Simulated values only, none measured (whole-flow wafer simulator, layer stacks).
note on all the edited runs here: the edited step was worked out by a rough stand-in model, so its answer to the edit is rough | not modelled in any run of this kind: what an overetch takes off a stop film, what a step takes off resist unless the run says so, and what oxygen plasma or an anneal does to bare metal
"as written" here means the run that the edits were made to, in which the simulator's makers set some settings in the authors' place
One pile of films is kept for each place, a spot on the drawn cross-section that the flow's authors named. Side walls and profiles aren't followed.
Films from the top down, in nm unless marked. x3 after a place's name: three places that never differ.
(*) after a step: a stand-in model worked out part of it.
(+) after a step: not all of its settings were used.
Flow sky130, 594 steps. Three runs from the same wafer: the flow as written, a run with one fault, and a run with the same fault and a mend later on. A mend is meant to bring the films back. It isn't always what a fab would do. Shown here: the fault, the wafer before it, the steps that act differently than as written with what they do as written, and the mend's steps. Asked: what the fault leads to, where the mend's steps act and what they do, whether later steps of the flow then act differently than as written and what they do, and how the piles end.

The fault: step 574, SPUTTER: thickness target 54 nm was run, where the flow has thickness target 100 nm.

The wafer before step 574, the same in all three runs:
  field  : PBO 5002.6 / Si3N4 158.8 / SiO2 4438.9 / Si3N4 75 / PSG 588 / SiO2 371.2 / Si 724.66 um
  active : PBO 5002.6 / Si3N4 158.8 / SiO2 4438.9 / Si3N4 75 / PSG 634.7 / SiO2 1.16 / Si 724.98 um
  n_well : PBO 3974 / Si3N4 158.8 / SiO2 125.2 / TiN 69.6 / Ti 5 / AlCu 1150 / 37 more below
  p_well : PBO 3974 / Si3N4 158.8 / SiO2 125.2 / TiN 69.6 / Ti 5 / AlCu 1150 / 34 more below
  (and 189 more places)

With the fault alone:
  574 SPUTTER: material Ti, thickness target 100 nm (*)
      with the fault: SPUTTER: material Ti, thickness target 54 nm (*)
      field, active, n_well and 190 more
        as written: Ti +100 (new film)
        with the fault: Ti +54 (new film)
  Later steps of the flow that act differently than as written (7 more steps differ only slightly, by at most 2% or 0.5 nm, whichever is larger, and aren't shown):
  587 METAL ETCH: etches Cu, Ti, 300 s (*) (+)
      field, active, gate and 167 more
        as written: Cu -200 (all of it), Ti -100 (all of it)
        with the fault: Cu -200 (all of it), Ti -54 (all of it)
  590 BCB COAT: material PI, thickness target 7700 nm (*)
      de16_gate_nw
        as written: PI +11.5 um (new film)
        with the fault: PI +11.46 um (new film)
  At the end the piles differ from the flow's by more than 2% or 0.5 nm, whichever is larger, at n_well, p_well, sd_n and 20 more.
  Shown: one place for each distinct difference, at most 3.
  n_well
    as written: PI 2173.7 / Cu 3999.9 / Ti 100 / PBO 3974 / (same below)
    with the fault: PI 2203.6 / Cu 3999.9 / Ti 54 / PBO 3974 / (same below)
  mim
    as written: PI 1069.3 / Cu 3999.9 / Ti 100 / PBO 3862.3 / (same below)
    with the fault: PI 1112.4 / Cu 3999.9 / Ti 54 / PBO 3862.3 / (same below)
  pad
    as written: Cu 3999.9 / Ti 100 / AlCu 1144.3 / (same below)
    with the fault: Cu 3999.9 / Ti 54 / AlCu 1144.3 / (same below)

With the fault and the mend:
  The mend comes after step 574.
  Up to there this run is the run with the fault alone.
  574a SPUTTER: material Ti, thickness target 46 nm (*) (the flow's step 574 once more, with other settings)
      field, active, n_well and 190 more
        Ti +46
  No later step of the flow acts differently than as written at any place that is followed.
  At the end the piles are the same as the flow's at every place that both follow.
